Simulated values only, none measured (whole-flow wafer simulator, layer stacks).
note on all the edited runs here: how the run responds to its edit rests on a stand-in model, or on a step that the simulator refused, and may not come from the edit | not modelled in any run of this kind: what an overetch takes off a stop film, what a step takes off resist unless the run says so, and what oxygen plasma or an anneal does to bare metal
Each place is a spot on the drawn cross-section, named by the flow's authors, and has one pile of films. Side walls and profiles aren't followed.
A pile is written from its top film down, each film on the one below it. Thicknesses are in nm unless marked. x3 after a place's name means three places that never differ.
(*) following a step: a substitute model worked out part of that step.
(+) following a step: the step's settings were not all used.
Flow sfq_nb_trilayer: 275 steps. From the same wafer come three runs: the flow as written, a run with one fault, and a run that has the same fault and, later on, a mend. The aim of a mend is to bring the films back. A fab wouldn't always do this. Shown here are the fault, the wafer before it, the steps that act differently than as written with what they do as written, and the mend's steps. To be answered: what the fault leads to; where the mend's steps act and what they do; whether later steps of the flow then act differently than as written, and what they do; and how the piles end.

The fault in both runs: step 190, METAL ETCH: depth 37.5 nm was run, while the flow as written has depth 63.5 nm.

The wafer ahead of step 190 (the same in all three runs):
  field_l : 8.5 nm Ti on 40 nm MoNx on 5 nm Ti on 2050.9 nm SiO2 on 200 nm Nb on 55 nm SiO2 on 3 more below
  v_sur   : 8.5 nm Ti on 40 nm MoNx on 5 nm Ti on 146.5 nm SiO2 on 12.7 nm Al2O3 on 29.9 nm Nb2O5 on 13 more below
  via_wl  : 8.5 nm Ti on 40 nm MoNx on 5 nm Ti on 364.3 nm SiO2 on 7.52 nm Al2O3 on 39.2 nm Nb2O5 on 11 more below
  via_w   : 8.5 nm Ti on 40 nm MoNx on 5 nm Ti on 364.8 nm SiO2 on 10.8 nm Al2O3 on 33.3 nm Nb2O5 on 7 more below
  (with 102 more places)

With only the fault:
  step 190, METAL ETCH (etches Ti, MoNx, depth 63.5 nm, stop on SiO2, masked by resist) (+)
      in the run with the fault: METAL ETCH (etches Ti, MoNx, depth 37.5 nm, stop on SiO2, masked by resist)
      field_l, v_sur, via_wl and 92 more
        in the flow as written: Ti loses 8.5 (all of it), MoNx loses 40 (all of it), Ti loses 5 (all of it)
        in the run with the fault: Ti loses 8.5 (all of it), MoNx loses 29
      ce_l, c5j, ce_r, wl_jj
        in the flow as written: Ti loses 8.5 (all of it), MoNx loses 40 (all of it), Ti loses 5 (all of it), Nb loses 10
        in the run with the fault: Ti loses 8.5 (all of it), MoNx loses 29
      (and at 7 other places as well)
  Steps later in the flow that act otherwise than as written (10 other steps are not shown; they differ only slightly, by no more than 2% or 0.5 nm, whichever is larger):
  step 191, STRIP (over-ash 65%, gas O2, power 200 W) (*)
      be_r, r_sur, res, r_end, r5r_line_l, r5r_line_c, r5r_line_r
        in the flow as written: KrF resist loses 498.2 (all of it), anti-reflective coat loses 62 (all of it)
        in the run with the fault: KrF resist loses 508.6 (all of it), anti-reflective coat loses 62 (all of it)
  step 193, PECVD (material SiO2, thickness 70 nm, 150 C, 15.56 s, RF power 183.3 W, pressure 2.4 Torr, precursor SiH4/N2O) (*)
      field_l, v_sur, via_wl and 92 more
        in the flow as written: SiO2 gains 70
        in the run with the fault: SiO2 gains 70 (new film)
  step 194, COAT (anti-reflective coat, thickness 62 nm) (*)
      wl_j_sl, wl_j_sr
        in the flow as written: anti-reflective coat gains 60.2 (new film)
        in the run with the fault: anti-reflective coat gains 62 (new film)
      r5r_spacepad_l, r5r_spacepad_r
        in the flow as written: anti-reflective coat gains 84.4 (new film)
        in the run with the fault: anti-reflective coat gains 77.5 (new film)
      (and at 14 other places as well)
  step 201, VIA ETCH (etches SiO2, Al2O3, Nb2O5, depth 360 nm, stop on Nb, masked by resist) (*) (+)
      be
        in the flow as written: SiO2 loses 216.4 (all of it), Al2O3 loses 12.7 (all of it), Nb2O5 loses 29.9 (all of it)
        in the run with the fault: SiO2 loses 69.8 (all of it), MoNx loses 11 (all of it), Ti loses 5 (all of it), SiO2 loses 146.5 (all of it), Al2O3 loses 12.7 (all of it), Nb2O5 loses 29.9 (all of it)
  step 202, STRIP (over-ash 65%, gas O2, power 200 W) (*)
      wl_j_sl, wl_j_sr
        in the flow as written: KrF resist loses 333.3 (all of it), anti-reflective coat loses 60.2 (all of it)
        in the run with the fault: KrF resist loses 333.2 (all of it), anti-reflective coat loses 62 (all of it)
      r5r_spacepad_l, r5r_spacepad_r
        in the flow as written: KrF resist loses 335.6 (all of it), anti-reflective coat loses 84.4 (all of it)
        in the run with the fault: KrF resist loses 334.9 (all of it), anti-reflective coat loses 77.5 (all of it)
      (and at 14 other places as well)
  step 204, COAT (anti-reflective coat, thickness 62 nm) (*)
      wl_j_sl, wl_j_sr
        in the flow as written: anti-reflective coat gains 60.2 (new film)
        in the run with the fault: anti-reflective coat gains 62 (new film)
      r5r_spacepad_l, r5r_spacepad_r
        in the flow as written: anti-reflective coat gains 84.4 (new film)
        in the run with the fault: anti-reflective coat gains 77.5 (new film)
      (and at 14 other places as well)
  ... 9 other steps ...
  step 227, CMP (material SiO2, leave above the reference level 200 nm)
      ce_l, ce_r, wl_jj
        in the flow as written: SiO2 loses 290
        in the run with the fault: SiO2 loses 300
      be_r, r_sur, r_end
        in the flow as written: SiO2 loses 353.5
        in the run with the fault: SiO2 loses 337.5
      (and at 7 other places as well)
  The piles end different from the flow's at field_l, v_sur, via_wl and 100 more by more than 2% or 0.5 nm, whichever is larger.
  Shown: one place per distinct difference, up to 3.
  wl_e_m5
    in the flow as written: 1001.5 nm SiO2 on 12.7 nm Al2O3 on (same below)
    in the run with the fault: 855 nm SiO2 on 11 nm MoNx on 5 nm Ti on 146.5 nm SiO2 on 12.7 nm Al2O3 on (same below)
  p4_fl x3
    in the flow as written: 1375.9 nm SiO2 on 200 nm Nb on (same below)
    in the run with the fault: 855 nm SiO2 on 11 nm MoNx on 5 nm Ti on 520.9 nm SiO2 on 200 nm Nb on (same below)
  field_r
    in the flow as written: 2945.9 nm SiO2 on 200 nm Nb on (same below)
    in the run with the fault: 855 nm SiO2 on 11 nm MoNx on 5 nm Ti on 2090.9 nm SiO2 on 200 nm Nb on (same below)

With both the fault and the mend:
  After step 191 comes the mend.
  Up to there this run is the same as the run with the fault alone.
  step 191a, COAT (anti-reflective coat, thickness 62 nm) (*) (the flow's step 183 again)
      p4_fl x3, p4_w1 x9, p4_g1 x2 and 57 more
        anti-reflective coat gains 62 (new film)
      field_l, v_sur, via_wl and 8 more
        anti-reflective coat gains 62.2 (new film)
      be, be_sur, lsp_m, ln_m6
        anti-reflective coat gains 62.3 (new film)
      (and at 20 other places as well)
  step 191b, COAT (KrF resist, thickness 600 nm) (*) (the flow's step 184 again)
      p4_fl x3, p4_w1 x9, p4_g1 x2 and 57 more
        KrF resist gains 600 (new film)
      via_w, via_wr, via_sp, l0v
        KrF resist gains 600.5 (new film)
      field_l, v_sur, via_wl
        KrF resist gains 600.4 (new film)
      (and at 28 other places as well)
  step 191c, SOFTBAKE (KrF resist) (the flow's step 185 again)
      leaves every film unchanged at each place that is followed
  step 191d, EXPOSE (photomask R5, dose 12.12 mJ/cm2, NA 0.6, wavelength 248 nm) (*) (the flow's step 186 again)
      leaves every film unchanged at each place that is followed
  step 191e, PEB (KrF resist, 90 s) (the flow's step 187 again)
      field_l, v_sur, via_wl and 77 more
        KrF resist loses 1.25
      wire, be, be_sur and 14 more
        KrF resist loses 1.26
      be_r, r_sur, res, r_end
        KrF resist loses 1.22
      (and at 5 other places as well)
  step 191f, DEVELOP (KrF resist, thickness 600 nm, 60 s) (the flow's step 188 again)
      p4_fl x3, p4_w1 x9, p4_g1 x2 and 57 more
        KrF resist loses 598.7 (all of it)
      be_r, r_sur, res, r_end, r5r_line_l, r5r_line_c, r5r_line_r
        KrF resist loses 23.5
      field_l, v_sur, via_wl, via_w, via_wr
        KrF resist loses 599.2 (all of it)
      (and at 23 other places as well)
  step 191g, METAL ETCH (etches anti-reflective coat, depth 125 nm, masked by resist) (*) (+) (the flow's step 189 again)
      p4_fl x3, p4_w1 x9, p4_g1 x2 and 57 more
        anti-reflective coat loses 62 (all of it)
      field_l, v_sur, via_wl and 8 more
        anti-reflective coat loses 62.2 (all of it)
      be_r, r_sur, res, r_end, r5r_line_l, r5r_line_c, r5r_line_r
        KrF resist loses 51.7
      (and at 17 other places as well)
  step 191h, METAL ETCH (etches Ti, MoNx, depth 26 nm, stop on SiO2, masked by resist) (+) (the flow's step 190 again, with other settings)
      field_l, v_sur, via_wl and 92 more
        MoNx loses 11 (all of it), Ti loses 5 (all of it)
      be_r, r_sur, res, r_end, r5r_line_l, r5r_line_c, r5r_line_r
        KrF resist loses 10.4
      ce_l, c5j, ce_r, wl_jj
        MoNx loses 11 (all of it), Ti loses 5 (all of it), Nb loses 10
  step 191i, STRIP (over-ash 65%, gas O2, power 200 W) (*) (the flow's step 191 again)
      r5r_line_l, r5r_line_c, r5r_line_r
        KrF resist loses 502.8 (all of it), anti-reflective coat loses 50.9 (all of it)
      be_r
        KrF resist loses 497.7 (all of it), anti-reflective coat loses 55.6 (all of it)
      r_sur
        KrF resist loses 497.6 (all of it), anti-reflective coat loses 58.6 (all of it)
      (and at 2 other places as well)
  None of the later steps of the flow acts differently than as written at any place that is followed.
  At every place that both follow, the piles at the end match the flow's.
